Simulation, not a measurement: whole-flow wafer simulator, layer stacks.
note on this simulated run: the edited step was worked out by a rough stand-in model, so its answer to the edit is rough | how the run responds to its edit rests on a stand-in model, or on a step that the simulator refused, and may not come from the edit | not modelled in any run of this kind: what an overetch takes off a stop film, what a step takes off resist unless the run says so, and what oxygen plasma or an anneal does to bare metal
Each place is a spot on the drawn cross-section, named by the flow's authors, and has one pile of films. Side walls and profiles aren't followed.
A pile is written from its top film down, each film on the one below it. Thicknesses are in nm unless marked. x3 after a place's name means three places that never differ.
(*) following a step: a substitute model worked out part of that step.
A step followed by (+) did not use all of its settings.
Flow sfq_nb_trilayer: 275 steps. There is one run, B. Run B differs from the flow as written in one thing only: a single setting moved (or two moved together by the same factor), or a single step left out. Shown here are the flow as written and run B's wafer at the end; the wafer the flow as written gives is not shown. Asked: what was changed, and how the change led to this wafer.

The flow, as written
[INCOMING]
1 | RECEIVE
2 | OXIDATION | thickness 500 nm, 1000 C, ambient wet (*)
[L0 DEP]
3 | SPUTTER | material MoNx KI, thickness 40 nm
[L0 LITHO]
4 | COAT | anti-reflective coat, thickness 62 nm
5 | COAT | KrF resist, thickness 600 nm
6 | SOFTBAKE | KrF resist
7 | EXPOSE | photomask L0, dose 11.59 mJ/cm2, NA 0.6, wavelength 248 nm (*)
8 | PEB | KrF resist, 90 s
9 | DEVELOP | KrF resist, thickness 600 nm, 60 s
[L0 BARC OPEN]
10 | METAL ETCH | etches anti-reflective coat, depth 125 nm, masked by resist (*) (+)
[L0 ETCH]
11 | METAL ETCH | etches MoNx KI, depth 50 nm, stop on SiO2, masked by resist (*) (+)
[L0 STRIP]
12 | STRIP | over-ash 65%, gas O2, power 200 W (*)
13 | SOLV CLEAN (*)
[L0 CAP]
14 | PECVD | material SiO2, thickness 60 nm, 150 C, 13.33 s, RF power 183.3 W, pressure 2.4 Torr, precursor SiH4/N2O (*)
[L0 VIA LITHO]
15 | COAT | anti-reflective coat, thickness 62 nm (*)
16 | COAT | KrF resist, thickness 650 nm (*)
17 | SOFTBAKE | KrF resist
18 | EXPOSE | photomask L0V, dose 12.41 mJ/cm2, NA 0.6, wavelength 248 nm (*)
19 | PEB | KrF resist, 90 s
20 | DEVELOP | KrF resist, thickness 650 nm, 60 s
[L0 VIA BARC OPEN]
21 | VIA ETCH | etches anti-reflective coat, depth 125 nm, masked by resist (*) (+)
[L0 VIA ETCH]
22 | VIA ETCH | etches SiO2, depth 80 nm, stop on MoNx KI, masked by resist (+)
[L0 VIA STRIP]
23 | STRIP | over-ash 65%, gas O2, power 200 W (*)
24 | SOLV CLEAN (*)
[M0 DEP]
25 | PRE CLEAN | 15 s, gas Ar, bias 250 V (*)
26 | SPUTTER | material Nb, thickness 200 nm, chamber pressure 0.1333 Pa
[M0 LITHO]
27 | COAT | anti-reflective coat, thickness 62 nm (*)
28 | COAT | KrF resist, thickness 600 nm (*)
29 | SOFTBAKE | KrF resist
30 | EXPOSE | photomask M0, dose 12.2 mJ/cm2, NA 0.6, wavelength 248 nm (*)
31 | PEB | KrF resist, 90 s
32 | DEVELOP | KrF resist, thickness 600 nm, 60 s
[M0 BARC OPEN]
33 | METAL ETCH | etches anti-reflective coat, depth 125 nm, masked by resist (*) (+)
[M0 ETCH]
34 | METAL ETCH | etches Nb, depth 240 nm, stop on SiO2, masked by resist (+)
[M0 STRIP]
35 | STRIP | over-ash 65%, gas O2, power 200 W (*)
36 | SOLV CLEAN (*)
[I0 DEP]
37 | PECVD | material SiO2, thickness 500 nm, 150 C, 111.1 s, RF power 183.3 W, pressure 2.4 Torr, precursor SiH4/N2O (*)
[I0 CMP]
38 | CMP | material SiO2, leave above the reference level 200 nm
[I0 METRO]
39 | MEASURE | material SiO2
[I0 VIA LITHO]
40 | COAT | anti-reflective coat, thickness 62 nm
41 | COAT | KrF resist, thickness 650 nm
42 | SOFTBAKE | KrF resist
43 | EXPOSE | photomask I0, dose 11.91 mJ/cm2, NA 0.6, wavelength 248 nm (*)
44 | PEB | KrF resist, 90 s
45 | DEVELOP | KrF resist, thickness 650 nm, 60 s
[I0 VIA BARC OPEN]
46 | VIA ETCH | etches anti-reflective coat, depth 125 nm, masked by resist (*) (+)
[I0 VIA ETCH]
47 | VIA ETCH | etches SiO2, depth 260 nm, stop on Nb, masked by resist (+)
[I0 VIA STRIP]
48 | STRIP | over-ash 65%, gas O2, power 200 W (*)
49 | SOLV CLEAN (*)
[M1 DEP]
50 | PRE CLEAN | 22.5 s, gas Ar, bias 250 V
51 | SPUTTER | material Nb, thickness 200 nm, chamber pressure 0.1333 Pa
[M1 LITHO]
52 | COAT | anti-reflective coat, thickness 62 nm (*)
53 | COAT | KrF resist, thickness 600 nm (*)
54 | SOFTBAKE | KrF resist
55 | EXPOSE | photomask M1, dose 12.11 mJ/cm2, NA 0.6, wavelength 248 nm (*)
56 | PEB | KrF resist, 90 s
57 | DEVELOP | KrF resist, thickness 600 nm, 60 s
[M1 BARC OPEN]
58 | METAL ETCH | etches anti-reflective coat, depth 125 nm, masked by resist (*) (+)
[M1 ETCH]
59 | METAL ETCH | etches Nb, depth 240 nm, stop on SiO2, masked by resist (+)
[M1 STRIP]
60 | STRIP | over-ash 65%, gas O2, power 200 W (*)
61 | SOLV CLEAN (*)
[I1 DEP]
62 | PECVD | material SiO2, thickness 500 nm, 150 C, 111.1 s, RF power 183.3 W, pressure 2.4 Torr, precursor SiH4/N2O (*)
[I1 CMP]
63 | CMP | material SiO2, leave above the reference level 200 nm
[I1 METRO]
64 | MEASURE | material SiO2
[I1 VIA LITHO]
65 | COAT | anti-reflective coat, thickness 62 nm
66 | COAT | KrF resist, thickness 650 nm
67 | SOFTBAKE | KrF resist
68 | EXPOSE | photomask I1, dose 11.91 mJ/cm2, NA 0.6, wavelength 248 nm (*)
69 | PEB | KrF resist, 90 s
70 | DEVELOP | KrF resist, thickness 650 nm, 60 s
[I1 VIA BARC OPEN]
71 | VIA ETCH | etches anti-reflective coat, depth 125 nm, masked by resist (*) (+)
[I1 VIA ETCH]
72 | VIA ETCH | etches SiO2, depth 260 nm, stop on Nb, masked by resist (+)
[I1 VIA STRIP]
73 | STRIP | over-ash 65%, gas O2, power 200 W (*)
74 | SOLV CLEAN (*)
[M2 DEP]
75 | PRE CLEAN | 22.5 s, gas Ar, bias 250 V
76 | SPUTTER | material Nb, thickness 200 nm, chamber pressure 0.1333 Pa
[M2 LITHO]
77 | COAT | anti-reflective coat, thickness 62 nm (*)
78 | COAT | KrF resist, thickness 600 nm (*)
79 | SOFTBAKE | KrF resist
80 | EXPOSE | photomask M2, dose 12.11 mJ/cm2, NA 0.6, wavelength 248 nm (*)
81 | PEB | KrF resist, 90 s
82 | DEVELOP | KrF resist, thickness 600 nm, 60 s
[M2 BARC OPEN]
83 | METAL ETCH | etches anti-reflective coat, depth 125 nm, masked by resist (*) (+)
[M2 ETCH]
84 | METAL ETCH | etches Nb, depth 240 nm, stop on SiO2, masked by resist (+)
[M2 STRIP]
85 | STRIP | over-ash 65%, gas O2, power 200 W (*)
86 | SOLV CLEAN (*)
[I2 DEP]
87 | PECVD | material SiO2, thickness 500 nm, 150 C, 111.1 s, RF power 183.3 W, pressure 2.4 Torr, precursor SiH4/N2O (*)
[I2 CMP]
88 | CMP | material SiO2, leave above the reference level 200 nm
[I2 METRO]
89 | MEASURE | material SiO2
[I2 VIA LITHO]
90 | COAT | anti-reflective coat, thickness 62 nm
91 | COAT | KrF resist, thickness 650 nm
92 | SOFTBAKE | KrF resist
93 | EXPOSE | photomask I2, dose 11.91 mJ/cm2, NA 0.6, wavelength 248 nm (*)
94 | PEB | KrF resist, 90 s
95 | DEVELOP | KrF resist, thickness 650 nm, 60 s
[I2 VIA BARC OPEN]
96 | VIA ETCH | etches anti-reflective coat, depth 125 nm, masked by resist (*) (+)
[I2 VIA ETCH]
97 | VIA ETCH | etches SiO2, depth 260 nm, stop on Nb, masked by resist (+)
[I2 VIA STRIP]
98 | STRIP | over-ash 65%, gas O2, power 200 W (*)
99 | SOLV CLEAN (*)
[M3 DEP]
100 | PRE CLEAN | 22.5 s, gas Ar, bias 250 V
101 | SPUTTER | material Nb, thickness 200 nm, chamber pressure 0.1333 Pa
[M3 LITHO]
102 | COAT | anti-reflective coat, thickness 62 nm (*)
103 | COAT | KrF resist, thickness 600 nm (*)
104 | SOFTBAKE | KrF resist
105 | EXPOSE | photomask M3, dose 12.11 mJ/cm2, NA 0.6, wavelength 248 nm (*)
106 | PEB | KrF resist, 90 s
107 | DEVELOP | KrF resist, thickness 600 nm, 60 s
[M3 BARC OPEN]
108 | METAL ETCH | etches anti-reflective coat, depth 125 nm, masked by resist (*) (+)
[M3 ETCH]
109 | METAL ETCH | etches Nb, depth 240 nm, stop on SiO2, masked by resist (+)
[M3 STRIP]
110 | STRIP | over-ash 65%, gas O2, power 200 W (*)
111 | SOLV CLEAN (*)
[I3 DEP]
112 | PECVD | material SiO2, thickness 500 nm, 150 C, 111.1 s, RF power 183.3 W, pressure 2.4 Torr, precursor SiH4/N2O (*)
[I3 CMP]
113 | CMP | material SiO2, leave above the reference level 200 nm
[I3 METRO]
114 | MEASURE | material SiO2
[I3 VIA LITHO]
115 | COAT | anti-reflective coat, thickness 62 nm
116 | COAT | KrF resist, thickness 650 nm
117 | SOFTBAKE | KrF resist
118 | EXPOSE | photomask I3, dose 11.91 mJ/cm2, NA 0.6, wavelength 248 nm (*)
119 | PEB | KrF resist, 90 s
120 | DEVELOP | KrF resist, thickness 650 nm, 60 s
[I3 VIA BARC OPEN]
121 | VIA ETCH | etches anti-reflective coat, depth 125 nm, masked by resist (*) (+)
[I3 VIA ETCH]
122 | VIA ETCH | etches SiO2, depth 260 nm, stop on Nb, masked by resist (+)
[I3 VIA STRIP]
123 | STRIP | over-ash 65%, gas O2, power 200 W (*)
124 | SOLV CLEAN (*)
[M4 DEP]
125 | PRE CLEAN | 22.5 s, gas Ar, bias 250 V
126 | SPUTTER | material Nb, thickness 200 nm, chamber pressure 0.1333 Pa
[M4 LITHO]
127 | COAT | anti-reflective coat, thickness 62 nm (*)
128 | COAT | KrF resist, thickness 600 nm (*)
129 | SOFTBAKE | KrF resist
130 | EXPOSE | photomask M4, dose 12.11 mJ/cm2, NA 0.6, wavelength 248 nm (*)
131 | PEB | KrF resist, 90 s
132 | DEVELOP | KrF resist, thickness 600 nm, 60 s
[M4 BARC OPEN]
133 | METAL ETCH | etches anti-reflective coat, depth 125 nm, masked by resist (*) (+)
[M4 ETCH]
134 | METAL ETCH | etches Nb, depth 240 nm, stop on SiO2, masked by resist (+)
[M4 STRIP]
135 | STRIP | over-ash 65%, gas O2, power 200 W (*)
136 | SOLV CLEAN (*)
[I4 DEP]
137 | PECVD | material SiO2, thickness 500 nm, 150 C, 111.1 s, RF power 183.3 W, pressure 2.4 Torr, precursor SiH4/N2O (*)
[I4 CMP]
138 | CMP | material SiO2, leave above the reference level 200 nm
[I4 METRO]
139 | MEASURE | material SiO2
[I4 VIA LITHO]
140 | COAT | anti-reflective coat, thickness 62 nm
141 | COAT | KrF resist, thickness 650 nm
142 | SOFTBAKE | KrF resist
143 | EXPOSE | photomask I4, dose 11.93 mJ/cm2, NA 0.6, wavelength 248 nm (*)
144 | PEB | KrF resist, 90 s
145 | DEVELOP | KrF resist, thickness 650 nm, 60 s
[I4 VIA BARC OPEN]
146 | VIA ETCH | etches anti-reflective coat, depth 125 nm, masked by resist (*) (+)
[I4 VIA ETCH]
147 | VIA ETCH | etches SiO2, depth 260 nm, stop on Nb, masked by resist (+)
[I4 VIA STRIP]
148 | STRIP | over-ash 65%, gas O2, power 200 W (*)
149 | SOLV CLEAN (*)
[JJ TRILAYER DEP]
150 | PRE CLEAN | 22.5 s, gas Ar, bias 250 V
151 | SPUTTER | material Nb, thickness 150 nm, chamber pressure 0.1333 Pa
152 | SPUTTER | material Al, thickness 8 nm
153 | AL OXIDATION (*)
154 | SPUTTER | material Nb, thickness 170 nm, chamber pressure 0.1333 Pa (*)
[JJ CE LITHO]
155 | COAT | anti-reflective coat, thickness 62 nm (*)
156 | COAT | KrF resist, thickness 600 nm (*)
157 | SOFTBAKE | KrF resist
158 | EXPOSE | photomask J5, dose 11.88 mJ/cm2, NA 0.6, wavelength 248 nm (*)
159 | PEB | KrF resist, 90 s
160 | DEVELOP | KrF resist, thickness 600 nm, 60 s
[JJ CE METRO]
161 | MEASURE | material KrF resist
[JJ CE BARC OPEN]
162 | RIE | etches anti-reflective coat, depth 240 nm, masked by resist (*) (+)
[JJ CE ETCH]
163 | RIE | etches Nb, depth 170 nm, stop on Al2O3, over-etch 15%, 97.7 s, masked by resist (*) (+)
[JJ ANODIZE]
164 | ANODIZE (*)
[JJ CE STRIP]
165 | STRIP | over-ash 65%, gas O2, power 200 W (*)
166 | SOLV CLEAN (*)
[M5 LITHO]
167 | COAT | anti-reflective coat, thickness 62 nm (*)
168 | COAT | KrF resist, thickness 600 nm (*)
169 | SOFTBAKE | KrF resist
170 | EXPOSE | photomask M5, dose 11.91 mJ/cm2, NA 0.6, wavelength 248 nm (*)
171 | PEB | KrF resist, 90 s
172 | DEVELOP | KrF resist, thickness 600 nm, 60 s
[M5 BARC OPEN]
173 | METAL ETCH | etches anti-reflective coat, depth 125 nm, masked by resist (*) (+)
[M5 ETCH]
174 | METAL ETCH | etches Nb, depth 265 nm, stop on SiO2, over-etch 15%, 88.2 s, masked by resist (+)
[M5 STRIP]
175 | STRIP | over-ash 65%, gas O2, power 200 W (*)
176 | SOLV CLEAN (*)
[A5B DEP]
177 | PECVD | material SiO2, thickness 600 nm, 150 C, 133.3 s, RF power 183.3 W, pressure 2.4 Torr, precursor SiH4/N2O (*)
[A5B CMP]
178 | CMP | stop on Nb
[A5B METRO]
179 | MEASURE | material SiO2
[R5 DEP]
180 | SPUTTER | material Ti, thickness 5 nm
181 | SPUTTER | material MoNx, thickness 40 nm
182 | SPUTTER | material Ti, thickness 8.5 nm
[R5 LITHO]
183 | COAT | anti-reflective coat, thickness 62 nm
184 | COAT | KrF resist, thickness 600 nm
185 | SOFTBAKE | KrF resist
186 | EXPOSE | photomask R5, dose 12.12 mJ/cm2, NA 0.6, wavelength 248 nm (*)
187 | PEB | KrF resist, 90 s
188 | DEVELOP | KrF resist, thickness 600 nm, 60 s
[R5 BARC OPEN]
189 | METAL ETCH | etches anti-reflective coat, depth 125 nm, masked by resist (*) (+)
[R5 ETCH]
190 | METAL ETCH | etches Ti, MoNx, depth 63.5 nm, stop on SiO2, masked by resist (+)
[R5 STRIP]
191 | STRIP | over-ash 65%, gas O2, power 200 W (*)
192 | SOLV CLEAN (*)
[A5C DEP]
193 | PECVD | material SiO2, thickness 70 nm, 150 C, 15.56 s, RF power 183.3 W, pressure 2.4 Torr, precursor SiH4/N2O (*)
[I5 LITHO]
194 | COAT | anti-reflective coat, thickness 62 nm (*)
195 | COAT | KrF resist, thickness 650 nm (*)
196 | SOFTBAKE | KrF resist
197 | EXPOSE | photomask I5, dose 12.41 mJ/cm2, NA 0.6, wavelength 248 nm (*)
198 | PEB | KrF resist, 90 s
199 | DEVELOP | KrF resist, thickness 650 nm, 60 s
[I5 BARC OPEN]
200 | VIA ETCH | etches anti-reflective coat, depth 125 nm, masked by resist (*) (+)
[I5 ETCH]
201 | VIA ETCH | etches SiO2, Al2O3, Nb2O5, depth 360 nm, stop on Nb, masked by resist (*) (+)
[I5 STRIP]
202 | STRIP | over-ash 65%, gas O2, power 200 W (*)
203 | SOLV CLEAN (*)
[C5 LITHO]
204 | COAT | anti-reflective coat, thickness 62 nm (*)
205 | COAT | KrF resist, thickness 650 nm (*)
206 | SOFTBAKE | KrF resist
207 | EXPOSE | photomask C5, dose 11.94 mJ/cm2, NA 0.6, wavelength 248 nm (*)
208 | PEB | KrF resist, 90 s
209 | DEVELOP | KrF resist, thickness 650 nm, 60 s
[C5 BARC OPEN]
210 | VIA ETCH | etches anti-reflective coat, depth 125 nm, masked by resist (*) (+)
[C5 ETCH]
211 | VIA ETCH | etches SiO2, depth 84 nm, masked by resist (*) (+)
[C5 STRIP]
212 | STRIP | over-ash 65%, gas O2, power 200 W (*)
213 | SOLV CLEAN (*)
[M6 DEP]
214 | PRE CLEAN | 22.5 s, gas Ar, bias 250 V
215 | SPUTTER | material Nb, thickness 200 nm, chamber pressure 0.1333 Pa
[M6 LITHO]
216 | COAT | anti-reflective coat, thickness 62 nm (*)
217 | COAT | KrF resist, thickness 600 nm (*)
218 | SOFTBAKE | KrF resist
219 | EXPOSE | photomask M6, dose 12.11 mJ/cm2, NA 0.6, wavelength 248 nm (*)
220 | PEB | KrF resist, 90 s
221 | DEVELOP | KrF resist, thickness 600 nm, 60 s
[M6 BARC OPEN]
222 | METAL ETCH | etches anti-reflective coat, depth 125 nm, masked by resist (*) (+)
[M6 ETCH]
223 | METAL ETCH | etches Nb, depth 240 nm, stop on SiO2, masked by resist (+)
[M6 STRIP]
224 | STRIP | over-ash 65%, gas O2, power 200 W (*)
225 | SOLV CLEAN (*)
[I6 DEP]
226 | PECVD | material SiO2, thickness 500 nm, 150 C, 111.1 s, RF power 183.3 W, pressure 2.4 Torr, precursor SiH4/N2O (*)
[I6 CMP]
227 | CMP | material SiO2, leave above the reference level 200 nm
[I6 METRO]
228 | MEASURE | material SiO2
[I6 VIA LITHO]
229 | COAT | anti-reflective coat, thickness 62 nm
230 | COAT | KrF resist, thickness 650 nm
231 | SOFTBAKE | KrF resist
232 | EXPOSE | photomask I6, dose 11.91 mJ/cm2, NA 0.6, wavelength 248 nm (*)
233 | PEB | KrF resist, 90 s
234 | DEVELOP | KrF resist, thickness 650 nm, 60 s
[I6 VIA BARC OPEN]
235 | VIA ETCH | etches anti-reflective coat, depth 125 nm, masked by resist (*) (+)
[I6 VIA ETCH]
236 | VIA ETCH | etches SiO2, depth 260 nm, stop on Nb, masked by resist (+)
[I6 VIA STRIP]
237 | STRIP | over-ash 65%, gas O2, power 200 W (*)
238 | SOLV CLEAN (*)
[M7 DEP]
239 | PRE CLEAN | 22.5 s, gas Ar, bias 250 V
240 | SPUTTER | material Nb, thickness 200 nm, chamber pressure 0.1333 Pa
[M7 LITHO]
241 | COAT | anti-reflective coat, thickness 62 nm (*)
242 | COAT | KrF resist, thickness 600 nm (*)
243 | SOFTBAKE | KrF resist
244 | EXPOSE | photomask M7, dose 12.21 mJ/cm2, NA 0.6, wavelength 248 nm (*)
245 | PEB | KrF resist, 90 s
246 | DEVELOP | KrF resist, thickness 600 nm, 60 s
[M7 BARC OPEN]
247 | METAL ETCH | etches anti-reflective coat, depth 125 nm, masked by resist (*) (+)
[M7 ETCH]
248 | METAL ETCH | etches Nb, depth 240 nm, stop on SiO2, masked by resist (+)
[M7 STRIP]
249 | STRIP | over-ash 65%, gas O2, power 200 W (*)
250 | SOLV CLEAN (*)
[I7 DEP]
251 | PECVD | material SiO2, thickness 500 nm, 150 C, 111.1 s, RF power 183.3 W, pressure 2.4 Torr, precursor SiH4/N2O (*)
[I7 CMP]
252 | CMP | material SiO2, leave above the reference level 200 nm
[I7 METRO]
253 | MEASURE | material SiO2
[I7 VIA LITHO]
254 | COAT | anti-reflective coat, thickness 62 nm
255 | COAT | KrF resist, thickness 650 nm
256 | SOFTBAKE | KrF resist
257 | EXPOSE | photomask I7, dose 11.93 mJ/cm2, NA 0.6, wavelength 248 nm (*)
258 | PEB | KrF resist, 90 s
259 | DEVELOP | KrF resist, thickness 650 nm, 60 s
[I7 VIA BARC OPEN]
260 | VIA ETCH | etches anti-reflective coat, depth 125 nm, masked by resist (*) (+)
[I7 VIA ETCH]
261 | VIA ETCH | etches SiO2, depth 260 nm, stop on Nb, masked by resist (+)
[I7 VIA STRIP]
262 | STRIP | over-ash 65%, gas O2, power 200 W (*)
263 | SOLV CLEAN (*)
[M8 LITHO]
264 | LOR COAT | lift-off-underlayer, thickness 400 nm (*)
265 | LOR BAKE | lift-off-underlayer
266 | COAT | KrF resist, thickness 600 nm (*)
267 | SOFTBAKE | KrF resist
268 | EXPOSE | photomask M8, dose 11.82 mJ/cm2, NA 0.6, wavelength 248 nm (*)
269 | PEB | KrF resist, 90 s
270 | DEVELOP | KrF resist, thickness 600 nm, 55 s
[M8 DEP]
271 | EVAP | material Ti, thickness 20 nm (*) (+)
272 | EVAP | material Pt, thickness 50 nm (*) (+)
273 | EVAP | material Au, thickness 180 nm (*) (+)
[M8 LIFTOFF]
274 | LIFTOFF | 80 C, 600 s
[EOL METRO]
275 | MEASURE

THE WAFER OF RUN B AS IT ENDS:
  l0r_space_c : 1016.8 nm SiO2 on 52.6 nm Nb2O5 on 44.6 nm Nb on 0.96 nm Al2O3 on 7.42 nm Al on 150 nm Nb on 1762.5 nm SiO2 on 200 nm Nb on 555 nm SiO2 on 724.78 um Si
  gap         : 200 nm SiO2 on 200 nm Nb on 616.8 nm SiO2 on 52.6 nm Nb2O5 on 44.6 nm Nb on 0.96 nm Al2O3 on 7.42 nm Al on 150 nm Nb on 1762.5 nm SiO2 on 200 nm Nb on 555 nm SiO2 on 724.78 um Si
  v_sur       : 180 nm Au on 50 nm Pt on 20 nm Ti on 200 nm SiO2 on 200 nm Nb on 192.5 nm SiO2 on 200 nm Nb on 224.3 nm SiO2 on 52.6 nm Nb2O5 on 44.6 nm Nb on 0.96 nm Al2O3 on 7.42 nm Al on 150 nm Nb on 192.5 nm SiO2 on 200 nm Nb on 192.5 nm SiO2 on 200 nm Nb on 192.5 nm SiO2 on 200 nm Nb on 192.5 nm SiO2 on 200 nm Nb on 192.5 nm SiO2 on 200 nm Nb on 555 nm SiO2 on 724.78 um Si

What caused this: step 154, SPUTTER: thickness 259 nm was run, though the flow has thickness 170 nm.

Step by step, how the change led to this:
  154 | SPUTTER | material Nb, thickness 170 nm, chamber pressure 0.1333 Pa (*)
      field_l, v_sur, via_sp and 100 more: Nb gains 259 (new film) (it would be, as written: Nb gains 170 (new film))
      via_wl, via_wr: Nb gains 215.2 (new film) (it would be, as written: Nb gains 140.7 (new film))
      (and at 1 other place as well)
  155 | COAT | anti-reflective coat, thickness 62 nm (*)
      via_wl, via_wr: anti-reflective coat gains 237 (new film) (it would be, as written: anti-reflective coat gains 209.4 (new film))
      via_w: anti-reflective coat gains 106.6 (new film) (it would be, as written: anti-reflective coat gains 97.4 (new film))
  162 | RIE | etches anti-reflective coat, depth 240 nm, masked by resist (*) (+)
      ce_l, c5j, ce_r, wl_jj: KrF resist loses 237 (it would be, as written: KrF resist loses 209.4)
      via_wl, via_wr: anti-reflective coat loses 237 (all of it) (it would be, as written: anti-reflective coat loses 209.4 (all of it))
      (and at 1 other place as well)
  163 | RIE | etches Nb, depth 170 nm, stop on Al2O3, over-etch 15%, 97.7 s, masked by resist (*) (+)
      field_l, v_sur, via_sp and 96 more: Nb loses 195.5 (it would be, as written: Nb loses 170 (all of it), Al2O3 loses 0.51)
      via_wl, via_wr: Nb loses 195.5 (it would be, as written: Nb loses 140.7 (all of it), Al2O3 loses 0.96 (all of it))
      (and at 1 other place as well)
  164 | ANODIZE (*)
      field_l, v_sur, via_sp and 96 more: Nb2O5 gains 52.6 (new film), Nb loses 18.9 (it would be, as written: Al2O3 gains 12.2, Nb2O5 gains 29.9 (new film), Al loses 7.42 (all of it), Nb loses 10.8)
      via_wl, via_wr: Nb2O5 gains 52.6 (new film), Nb loses 18.9 (it would be, as written: Al2O3 gains 7.52 (new film), Nb2O5 gains 39.2 (new film), Al loses 4.56 (all of it), Nb loses 14.1)
      (and at 1 other place as well)
  165 | STRIP | over-ash 65%, gas O2, power 200 W (*)
      c5j, ce_r: KrF resist loses 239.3 (all of it), anti-reflective coat loses 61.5 (all of it) (it would be, as written: KrF resist loses 266.9 (all of it), anti-reflective coat loses 61.5 (all of it))
      ce_l: KrF resist loses 239.2 (all of it), anti-reflective coat loses 61.4 (all of it) (it would be, as written: KrF resist loses 266.8 (all of it), anti-reflective coat loses 61.4 (all of it))
      (and at 1 other place as well)
  167 | COAT | anti-reflective coat, thickness 62 nm (*)
      wl_j_sl, wl_j_sr: anti-reflective coat gains 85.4 (new film) (it would be, as written: anti-reflective coat gains 83.3 (new film))
      via_wl: anti-reflective coat gains 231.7 (new film) (it would be, as written: anti-reflective coat gains 170.5 (new film))
      (and at 8 other places as well)
  168 | COAT | KrF resist, thickness 600 nm (*)
      via_wl: KrF resist gains 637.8 (new film) (it would be, as written: KrF resist gains 656 (new film))
      via_w: KrF resist gains 754.7 (new film) (it would be, as written: KrF resist gains 732.6 (new film))
      (and at 1 other place as well)
  174 | METAL ETCH | etches Nb, depth 265 nm, stop on SiO2, over-etch 15%, 88.2 s, masked by resist (+)
      field_l, r_sur, res and 50 more: Nb2O5 loses 52.6 (all of it), Nb loses 44.6 (all of it), Al2O3 loses 0.96 (all of it), Al loses 7.42 (all of it), Nb loses 150 (all of it) (it would be, as written: Al2O3 loses 12.6 (all of it), Nb2O5 loses 29.9 (all of it), Nb loses 139.2 (all of it), SiO2 loses 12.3)
  175 | STRIP | over-ash 65%, gas O2, power 200 W (*)
      via_wl: KrF resist loses 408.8 (all of it), anti-reflective coat loses 231.7 (all of it) (it would be, as written: KrF resist loses 427 (all of it), anti-reflective coat loses 170.5 (all of it))
      via_w: KrF resist loses 525.5 (all of it), anti-reflective coat loses 100.4 (all of it) (it would be, as written: KrF resist loses 503.5 (all of it), anti-reflective coat loses 84.1 (all of it))
      (and at 9 other places as well)
  177 | PECVD | material SiO2, thickness 600 nm, 150 C, 133.3 s, RF power 183.3 W, pressure 2.4 Torr, precursor SiH4/N2O (*)
      via_wl, via_wr: SiO2 gains 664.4 (new film) (it would be, as written: SiO2 gains 600 (new film))
      via_w: SiO2 gains 661.9 (new film) (it would be, as written: SiO2 gains 600 (new film))
  178 | CMP | stop on Nb
      v_sur, via_sp, via_v and 43 more: SiO2 loses 438.2 (it would be, as written: SiO2 loses 453.5)
      field_l, p4_fl x3, p4_w1 x9 and 29 more: SiO2 loses 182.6 (it would be, as written: SiO2 loses 259.3)
      (and at 11 other places as well)
  201 | VIA ETCH | etches SiO2, Al2O3, Nb2O5, depth 360 nm, stop on Nb, masked by resist (*) (+)
      be: SiO2 loses 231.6 (all of it), Nb2O5 loses 52.6 (all of it) (it would be, as written: SiO2 loses 216.4 (all of it), Al2O3 loses 12.7 (all of it), Nb2O5 loses 29.9 (all of it))
  204 | COAT | anti-reflective coat, thickness 62 nm (*)
      be: anti-reflective coat gains 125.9 (new film) (it would be, as written: anti-reflective coat gains 122.2 (new film))
  205 | COAT | KrF resist, thickness 650 nm (*)
      be: KrF resist gains 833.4 (new film) (it would be, as written: KrF resist gains 815.3 (new film))
  212 | STRIP | over-ash 65%, gas O2, power 200 W (*)
      be: KrF resist loses 746.2 (all of it), anti-reflective coat loses 125.9 (all of it) (it would be, as written: KrF resist loses 728.2 (all of it), anti-reflective coat loses 122.2 (all of it))
  ... another 4 steps ...
  226 | PECVD | material SiO2, thickness 500 nm, 150 C, 111.1 s, RF power 183.3 W, pressure 2.4 Torr, precursor SiH4/N2O (*)
      be: SiO2 gains 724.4 (new film) (it would be, as written: SiO2 gains 693.5 (new film))
With metal films that touch counted as one body, l0r_space_c has 3 bodies (between them, from the top down: Al2O3 0.96; SiO2 1762.5); the flow as written gives 2 bodies (between them, from the top down: SiO2 1762.5).
With metal films that touch counted as one body, gap has 4 bodies (between them, from the top down: SiO2 616.8 / Nb2O5 52.6; Al2O3 0.96; SiO2 1762.5); the flow as written gives 3 bodies (between them, from the top down: SiO2 601.5 / Al2O3 12.7 / Nb2O5 29.9; SiO2 1762.5).
With metal films that touch counted as one body, v_sur has 10 bodies (between them, from the top down: SiO2 200; SiO2 192.5; SiO2 224.3 / Nb2O5 52.6; Al2O3 0.96; SiO2 192.5; SiO2 192.5; SiO2 192.5; SiO2 192.5; SiO2 192.5); the flow as written gives 9 bodies (between them, from the top down: SiO2 200; SiO2 192.5; SiO2 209 / Al2O3 12.7 / Nb2O5 29.9; SiO2 192.5; SiO2 192.5; SiO2 192.5; SiO2 192.5; SiO2 192.5).
